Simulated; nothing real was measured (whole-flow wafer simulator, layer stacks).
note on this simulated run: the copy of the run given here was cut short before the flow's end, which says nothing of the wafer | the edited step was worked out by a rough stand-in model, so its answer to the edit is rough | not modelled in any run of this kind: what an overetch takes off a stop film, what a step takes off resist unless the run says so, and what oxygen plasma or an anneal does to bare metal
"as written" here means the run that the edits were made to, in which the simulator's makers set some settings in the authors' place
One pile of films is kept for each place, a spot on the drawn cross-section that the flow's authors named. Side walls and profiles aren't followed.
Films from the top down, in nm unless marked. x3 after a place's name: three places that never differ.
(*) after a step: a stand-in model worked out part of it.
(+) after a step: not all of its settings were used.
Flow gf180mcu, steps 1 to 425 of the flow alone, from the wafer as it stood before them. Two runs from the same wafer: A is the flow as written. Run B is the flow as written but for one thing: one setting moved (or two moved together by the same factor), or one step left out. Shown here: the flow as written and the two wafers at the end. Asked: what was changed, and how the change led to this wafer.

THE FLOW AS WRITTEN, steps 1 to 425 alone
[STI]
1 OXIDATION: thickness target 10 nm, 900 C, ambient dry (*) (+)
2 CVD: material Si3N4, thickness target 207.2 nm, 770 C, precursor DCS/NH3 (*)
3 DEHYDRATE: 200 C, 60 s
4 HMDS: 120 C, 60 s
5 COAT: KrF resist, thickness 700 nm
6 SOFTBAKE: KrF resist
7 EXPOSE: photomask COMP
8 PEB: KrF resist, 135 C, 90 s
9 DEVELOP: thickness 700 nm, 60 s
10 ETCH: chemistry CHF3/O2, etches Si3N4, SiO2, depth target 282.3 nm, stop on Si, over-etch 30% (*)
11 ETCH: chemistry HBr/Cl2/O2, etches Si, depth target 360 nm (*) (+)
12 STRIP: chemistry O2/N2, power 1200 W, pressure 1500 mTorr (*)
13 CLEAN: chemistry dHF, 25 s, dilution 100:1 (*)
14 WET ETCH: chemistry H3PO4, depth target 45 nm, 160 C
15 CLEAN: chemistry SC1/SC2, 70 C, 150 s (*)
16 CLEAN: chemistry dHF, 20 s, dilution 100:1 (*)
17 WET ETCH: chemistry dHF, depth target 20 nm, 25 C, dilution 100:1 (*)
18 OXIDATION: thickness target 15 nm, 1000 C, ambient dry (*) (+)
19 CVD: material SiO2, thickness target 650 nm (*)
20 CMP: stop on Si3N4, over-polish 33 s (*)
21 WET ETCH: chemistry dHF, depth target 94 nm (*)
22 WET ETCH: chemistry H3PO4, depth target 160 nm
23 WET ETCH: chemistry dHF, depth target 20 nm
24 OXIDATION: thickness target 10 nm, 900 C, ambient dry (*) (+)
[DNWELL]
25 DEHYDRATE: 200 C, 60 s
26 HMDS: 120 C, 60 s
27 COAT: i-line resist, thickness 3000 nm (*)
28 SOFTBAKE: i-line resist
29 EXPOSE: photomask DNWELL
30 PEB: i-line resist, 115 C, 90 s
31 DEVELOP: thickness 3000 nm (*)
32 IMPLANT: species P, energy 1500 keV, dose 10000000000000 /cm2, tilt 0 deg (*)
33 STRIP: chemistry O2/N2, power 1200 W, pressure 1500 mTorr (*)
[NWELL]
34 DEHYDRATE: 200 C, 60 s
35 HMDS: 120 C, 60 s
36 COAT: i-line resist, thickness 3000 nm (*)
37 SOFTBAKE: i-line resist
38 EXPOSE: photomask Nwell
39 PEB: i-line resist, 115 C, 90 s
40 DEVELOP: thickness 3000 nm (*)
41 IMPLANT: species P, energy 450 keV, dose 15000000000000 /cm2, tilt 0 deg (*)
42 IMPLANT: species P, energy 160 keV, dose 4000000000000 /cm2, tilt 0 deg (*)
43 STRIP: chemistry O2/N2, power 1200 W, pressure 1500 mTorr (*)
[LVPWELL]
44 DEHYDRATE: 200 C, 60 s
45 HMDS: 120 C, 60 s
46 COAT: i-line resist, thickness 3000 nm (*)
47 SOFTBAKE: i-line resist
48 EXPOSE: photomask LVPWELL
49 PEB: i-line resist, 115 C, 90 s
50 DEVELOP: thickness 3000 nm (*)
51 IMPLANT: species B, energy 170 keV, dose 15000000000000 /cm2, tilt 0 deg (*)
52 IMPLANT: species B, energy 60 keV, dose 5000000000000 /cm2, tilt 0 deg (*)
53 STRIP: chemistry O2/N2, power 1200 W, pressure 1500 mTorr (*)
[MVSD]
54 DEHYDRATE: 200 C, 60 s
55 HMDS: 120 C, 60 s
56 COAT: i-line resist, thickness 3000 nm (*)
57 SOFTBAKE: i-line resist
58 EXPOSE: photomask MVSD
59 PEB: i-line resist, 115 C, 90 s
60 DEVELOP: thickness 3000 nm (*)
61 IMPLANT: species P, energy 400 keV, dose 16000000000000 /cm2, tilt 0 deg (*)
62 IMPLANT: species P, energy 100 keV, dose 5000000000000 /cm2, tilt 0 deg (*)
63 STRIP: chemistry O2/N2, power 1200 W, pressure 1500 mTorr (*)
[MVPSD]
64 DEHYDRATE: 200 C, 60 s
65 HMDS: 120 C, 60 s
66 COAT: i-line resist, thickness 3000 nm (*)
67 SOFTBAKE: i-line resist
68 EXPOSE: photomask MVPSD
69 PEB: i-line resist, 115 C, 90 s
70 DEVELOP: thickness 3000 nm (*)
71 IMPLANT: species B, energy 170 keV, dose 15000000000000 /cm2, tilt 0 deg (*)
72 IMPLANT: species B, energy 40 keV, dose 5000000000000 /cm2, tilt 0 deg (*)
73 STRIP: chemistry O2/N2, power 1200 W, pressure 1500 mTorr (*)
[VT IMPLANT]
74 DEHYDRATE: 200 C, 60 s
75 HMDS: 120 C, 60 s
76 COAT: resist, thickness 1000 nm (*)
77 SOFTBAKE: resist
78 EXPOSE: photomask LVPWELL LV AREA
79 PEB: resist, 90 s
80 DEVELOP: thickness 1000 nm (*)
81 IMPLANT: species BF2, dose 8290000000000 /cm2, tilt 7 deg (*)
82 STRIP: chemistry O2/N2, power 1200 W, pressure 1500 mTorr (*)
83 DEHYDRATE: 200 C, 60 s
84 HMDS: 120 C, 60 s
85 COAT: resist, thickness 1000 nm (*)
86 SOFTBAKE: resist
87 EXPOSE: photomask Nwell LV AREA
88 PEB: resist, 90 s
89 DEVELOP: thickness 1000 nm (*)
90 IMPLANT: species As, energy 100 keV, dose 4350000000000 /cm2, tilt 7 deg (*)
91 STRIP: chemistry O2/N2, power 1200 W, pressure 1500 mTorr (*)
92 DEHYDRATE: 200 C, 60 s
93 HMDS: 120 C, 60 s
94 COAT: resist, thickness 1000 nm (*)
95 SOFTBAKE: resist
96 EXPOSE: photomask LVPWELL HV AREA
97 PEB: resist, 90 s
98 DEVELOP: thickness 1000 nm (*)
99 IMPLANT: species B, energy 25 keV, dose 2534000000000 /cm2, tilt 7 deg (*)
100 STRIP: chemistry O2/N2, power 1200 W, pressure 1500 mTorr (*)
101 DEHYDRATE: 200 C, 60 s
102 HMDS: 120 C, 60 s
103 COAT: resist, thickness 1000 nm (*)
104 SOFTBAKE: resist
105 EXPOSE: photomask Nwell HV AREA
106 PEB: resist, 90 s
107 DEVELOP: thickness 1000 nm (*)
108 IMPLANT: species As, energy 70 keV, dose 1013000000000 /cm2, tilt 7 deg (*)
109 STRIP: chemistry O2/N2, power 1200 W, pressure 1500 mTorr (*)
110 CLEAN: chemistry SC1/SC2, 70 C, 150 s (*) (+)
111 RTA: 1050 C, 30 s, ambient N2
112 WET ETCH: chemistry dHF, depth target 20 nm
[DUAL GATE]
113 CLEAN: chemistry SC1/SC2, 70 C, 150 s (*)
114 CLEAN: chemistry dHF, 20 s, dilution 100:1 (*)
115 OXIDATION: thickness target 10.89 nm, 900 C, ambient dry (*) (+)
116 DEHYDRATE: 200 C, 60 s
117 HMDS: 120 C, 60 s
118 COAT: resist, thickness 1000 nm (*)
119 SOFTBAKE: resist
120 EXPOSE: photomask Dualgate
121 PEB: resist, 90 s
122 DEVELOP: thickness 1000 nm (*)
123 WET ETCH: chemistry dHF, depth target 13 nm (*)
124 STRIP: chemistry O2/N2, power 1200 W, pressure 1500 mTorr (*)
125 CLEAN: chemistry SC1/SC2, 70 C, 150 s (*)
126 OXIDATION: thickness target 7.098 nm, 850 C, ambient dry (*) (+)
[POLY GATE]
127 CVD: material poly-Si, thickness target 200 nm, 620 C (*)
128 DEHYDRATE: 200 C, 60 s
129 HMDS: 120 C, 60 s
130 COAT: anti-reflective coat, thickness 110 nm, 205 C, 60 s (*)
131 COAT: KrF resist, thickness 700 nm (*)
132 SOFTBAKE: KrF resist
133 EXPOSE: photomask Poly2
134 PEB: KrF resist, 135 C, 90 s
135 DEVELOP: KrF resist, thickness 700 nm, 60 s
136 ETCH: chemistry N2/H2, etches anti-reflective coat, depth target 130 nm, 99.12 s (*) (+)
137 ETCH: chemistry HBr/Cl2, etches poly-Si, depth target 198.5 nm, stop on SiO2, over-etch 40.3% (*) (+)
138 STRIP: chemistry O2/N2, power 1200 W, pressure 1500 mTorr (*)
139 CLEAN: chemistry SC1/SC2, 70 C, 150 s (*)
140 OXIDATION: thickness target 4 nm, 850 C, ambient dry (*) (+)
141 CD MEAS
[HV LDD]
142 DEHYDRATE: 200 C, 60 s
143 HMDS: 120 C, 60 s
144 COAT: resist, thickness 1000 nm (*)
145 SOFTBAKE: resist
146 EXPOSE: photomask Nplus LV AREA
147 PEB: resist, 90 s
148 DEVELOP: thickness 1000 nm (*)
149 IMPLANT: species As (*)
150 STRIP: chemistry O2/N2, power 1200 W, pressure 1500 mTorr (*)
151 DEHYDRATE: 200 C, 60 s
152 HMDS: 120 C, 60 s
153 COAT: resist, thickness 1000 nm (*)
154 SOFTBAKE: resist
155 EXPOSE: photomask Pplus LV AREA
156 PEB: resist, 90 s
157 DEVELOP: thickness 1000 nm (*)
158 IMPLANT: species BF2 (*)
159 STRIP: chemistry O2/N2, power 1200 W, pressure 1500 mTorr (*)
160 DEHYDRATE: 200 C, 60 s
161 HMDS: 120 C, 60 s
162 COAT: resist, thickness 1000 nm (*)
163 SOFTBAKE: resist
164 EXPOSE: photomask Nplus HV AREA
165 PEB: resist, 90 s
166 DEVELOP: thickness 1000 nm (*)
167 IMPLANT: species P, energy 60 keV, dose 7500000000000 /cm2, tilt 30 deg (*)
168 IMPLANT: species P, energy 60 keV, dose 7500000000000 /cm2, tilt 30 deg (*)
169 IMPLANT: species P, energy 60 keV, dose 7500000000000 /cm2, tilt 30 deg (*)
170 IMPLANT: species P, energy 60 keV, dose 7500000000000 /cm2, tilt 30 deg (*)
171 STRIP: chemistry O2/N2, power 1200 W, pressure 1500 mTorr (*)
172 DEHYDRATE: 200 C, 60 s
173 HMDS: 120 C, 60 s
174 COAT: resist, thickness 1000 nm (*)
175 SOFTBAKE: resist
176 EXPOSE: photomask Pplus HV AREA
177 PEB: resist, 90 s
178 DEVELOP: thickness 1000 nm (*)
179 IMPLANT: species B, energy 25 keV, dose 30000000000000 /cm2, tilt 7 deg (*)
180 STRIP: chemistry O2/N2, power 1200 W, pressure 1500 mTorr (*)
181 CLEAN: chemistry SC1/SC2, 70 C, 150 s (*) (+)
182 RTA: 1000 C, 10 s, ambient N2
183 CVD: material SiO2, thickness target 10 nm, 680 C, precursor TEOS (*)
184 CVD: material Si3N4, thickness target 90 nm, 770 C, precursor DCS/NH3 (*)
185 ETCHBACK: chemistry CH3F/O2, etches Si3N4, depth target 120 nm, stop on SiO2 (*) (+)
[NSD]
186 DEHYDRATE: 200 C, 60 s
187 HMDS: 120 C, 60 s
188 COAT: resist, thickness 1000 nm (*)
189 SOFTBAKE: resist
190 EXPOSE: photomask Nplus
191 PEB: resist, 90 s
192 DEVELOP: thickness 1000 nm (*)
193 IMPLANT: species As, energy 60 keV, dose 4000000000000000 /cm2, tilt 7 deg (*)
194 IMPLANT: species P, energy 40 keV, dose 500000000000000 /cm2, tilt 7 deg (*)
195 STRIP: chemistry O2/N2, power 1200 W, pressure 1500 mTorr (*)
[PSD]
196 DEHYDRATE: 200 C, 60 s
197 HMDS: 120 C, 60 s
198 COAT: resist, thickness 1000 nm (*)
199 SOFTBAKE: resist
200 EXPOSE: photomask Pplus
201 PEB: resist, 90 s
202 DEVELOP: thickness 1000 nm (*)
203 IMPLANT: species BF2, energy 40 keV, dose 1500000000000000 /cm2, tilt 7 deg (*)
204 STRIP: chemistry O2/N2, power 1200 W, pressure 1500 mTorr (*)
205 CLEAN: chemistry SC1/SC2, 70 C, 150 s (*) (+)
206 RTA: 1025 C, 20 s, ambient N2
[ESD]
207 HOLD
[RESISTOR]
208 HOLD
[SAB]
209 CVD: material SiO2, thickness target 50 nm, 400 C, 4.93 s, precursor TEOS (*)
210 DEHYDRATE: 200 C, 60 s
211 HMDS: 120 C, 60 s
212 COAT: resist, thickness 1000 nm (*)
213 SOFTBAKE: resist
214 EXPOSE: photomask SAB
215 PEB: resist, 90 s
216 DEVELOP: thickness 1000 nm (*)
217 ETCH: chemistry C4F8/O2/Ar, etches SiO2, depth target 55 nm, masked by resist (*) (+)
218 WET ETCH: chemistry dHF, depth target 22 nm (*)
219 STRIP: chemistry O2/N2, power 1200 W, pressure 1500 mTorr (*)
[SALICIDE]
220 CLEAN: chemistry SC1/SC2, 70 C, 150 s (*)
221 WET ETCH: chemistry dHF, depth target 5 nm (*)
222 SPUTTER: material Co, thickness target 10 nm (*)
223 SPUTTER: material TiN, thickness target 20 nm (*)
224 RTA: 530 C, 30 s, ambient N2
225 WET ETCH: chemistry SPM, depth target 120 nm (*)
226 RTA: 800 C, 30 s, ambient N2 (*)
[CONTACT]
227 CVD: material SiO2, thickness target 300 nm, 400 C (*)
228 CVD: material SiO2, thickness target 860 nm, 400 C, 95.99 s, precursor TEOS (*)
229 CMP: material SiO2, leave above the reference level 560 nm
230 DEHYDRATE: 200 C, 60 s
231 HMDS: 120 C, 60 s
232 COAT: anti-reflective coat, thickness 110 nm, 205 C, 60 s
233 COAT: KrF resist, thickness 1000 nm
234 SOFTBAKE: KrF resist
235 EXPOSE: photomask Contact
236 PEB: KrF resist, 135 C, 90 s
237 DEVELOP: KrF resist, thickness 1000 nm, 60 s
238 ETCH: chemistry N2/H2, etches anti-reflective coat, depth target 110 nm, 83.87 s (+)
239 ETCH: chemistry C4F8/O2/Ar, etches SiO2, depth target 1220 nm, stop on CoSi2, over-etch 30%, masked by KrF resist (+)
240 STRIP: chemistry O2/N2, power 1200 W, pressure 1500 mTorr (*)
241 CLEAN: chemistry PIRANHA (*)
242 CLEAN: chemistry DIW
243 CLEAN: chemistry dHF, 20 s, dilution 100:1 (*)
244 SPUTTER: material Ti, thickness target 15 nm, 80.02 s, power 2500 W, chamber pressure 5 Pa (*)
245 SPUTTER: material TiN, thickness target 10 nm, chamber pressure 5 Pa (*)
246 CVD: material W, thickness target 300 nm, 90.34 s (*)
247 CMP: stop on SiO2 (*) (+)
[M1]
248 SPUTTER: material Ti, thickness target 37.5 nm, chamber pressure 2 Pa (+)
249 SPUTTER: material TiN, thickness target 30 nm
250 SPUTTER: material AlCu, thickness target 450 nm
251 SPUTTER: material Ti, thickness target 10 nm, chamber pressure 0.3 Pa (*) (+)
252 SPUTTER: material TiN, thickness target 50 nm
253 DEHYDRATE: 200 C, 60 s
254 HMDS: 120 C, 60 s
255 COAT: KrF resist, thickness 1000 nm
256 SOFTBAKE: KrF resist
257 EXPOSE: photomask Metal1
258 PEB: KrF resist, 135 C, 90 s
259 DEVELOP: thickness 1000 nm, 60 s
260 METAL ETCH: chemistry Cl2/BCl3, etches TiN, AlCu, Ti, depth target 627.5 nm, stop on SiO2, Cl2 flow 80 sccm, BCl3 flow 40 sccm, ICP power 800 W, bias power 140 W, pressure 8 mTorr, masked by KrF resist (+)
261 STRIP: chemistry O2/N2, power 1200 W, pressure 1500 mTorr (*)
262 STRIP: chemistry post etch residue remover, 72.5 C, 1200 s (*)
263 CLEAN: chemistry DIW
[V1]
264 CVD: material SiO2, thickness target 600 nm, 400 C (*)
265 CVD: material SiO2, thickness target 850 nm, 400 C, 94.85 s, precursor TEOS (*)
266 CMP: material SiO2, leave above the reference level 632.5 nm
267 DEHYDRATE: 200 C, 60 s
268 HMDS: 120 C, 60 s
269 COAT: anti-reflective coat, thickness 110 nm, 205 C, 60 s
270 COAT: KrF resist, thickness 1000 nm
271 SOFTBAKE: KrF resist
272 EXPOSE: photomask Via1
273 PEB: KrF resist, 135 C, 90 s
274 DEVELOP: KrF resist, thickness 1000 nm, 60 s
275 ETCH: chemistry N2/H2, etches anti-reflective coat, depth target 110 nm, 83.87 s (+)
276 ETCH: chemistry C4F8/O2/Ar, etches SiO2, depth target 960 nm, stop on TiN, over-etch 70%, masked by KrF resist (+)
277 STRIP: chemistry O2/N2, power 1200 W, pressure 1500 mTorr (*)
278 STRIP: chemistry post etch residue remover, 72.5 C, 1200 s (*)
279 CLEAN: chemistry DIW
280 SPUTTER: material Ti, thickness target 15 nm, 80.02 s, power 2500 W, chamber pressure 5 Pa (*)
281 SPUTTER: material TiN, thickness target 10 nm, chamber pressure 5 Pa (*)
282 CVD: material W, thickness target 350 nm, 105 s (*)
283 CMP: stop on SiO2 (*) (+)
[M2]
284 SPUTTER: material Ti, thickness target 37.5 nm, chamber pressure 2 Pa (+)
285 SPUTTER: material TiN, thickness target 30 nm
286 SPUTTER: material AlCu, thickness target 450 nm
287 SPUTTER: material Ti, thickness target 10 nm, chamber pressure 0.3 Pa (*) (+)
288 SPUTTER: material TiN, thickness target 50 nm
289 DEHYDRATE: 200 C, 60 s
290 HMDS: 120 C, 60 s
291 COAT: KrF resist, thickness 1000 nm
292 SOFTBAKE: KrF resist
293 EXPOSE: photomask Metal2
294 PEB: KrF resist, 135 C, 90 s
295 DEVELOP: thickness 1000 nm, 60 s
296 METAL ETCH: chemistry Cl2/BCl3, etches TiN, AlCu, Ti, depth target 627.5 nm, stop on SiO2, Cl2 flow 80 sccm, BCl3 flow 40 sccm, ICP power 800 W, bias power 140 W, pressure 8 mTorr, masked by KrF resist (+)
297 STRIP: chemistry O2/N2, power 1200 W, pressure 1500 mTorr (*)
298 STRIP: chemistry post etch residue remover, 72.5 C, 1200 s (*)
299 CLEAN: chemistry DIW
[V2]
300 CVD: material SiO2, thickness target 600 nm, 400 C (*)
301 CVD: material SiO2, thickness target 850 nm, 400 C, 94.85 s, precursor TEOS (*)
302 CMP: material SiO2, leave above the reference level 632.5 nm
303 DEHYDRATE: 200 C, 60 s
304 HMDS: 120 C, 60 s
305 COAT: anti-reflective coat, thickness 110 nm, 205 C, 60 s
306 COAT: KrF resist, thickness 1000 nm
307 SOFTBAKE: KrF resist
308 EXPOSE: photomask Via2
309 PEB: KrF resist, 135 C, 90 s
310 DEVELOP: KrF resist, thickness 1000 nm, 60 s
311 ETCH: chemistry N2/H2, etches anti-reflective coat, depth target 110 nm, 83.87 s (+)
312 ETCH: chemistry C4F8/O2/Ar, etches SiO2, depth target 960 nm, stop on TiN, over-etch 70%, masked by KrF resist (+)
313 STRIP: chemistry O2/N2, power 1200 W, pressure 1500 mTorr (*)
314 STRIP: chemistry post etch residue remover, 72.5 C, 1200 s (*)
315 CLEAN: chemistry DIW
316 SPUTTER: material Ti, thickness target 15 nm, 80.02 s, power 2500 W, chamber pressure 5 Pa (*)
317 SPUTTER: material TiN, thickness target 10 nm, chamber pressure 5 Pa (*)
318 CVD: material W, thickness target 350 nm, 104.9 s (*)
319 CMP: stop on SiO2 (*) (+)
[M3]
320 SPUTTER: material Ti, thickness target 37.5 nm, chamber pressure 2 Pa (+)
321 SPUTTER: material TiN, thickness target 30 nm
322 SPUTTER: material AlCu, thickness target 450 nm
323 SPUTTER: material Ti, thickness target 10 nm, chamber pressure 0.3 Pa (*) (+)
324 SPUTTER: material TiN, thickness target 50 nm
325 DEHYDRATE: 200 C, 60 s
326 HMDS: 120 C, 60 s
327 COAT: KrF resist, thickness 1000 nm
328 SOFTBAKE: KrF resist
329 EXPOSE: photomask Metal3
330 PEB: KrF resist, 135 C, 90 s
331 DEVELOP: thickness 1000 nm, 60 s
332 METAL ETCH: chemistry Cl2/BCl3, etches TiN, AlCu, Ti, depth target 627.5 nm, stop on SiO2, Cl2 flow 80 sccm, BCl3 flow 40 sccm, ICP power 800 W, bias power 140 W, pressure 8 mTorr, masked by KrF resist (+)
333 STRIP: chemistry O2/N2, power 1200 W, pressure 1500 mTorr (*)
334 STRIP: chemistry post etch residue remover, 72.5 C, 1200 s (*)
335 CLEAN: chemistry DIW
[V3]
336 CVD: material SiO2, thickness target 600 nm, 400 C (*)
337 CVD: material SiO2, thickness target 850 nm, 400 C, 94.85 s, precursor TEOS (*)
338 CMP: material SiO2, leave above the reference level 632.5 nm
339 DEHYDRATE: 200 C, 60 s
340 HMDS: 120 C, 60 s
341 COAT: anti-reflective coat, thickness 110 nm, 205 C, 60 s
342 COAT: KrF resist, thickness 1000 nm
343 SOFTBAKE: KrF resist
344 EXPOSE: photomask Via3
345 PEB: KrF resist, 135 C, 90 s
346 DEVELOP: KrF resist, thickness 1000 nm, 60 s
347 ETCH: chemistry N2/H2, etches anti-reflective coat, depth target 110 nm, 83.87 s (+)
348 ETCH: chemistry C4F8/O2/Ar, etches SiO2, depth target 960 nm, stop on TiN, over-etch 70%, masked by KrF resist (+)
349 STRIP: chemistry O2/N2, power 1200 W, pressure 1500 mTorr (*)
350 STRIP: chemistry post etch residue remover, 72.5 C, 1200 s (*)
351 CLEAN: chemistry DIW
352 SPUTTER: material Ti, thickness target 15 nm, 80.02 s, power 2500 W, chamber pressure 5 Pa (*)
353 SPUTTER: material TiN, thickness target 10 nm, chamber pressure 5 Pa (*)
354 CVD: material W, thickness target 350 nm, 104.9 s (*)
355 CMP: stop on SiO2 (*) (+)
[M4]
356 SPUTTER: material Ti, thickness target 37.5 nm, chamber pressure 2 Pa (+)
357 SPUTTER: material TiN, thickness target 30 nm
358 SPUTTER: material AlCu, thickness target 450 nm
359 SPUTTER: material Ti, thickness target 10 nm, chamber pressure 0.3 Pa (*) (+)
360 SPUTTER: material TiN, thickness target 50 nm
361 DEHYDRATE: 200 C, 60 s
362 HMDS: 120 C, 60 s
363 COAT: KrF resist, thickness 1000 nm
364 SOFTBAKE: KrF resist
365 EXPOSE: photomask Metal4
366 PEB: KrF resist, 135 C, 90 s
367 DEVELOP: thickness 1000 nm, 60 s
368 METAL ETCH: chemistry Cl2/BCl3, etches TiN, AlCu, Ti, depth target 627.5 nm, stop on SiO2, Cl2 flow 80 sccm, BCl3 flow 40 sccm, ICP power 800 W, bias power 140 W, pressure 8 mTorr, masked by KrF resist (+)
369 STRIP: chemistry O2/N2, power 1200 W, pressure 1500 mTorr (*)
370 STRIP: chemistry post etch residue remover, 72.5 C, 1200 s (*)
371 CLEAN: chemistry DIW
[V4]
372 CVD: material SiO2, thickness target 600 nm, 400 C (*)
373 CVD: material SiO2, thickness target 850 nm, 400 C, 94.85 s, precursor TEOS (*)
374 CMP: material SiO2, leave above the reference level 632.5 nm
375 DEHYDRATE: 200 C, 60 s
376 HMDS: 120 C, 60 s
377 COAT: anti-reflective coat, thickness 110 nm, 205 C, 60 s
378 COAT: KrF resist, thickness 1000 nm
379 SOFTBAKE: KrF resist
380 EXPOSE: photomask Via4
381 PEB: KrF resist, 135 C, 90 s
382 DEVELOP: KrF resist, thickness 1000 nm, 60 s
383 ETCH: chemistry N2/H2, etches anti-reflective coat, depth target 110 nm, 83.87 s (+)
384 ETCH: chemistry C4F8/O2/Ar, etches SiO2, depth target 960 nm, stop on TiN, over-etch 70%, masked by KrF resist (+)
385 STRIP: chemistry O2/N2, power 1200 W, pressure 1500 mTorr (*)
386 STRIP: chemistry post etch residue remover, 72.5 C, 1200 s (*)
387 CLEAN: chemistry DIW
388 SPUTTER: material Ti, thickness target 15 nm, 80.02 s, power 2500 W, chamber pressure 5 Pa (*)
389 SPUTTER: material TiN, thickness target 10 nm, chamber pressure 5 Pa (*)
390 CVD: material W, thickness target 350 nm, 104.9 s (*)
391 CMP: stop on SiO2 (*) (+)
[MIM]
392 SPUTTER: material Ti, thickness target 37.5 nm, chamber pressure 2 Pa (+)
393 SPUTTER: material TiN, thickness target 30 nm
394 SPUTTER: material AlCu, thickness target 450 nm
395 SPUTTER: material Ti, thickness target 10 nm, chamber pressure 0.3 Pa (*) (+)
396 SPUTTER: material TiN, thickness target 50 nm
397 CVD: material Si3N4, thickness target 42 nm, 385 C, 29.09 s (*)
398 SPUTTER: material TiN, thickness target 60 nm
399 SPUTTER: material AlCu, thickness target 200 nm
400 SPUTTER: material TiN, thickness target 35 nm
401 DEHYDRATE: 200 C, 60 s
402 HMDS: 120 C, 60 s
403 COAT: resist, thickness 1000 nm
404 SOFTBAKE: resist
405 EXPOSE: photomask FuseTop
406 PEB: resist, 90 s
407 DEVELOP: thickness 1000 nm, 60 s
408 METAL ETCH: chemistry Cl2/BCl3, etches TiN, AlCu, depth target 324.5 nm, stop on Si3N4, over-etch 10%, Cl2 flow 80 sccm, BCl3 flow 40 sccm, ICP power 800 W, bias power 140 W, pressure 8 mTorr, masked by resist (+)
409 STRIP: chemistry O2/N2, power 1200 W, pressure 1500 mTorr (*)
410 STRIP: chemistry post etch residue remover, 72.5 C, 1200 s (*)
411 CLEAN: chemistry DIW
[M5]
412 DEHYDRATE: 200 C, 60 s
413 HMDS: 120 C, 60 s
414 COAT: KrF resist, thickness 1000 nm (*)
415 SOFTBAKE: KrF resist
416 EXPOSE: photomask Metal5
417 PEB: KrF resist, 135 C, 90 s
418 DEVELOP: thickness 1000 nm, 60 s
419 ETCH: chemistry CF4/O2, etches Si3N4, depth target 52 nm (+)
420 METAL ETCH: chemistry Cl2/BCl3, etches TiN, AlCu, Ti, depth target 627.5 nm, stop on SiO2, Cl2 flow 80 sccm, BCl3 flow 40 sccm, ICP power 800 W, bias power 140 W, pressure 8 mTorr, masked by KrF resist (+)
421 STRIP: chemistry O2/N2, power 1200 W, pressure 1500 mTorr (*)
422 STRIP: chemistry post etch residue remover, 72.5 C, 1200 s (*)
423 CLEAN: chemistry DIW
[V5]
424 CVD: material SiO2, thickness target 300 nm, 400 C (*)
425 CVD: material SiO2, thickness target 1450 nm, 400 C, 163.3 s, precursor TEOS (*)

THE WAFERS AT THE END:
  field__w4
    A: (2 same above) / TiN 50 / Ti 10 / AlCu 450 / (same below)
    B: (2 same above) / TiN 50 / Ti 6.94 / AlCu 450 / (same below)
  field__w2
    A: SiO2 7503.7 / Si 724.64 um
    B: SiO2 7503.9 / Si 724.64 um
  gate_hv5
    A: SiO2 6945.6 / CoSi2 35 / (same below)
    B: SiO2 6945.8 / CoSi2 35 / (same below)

The cause: step 395, SPUTTER: thickness target 6.94 nm was run, where the flow has thickness target 10 nm.
It can be read off the wafer: field__w4 has Ti 6.94, and step 395 as written asks for 10 nm.

How the change led to this, step by step:
  395 SPUTTER: material Ti, thickness target 10 nm, chamber pressure 0.3 Pa (*) (+)
      field, field__w1, field__w2 and 108 more: A Ti +10 (new film) | B Ti +6.94 (new film)
  420 METAL ETCH: chemistry Cl2/BCl3, etches TiN, AlCu, Ti, depth target 627.5 nm, stop on SiO2, Cl2 flow 80 sccm, BCl3 flow 40 sccm, ICP power 800 W, bias power 140 W, pressure 8 mTorr, masked by KrF resist (+)
      field, field__w1, field__w2 and 101 more: A TiN -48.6 (all of it), Ti -10 (all of it), AlCu -450 (all of it), TiN -30 (all of it), Ti -37.5 (all of it) | B TiN -48.6 (all of it), Ti -6.94 (all of it), AlCu -450 (all of it), TiN -30 (all of it), Ti -37.5 (all of it)
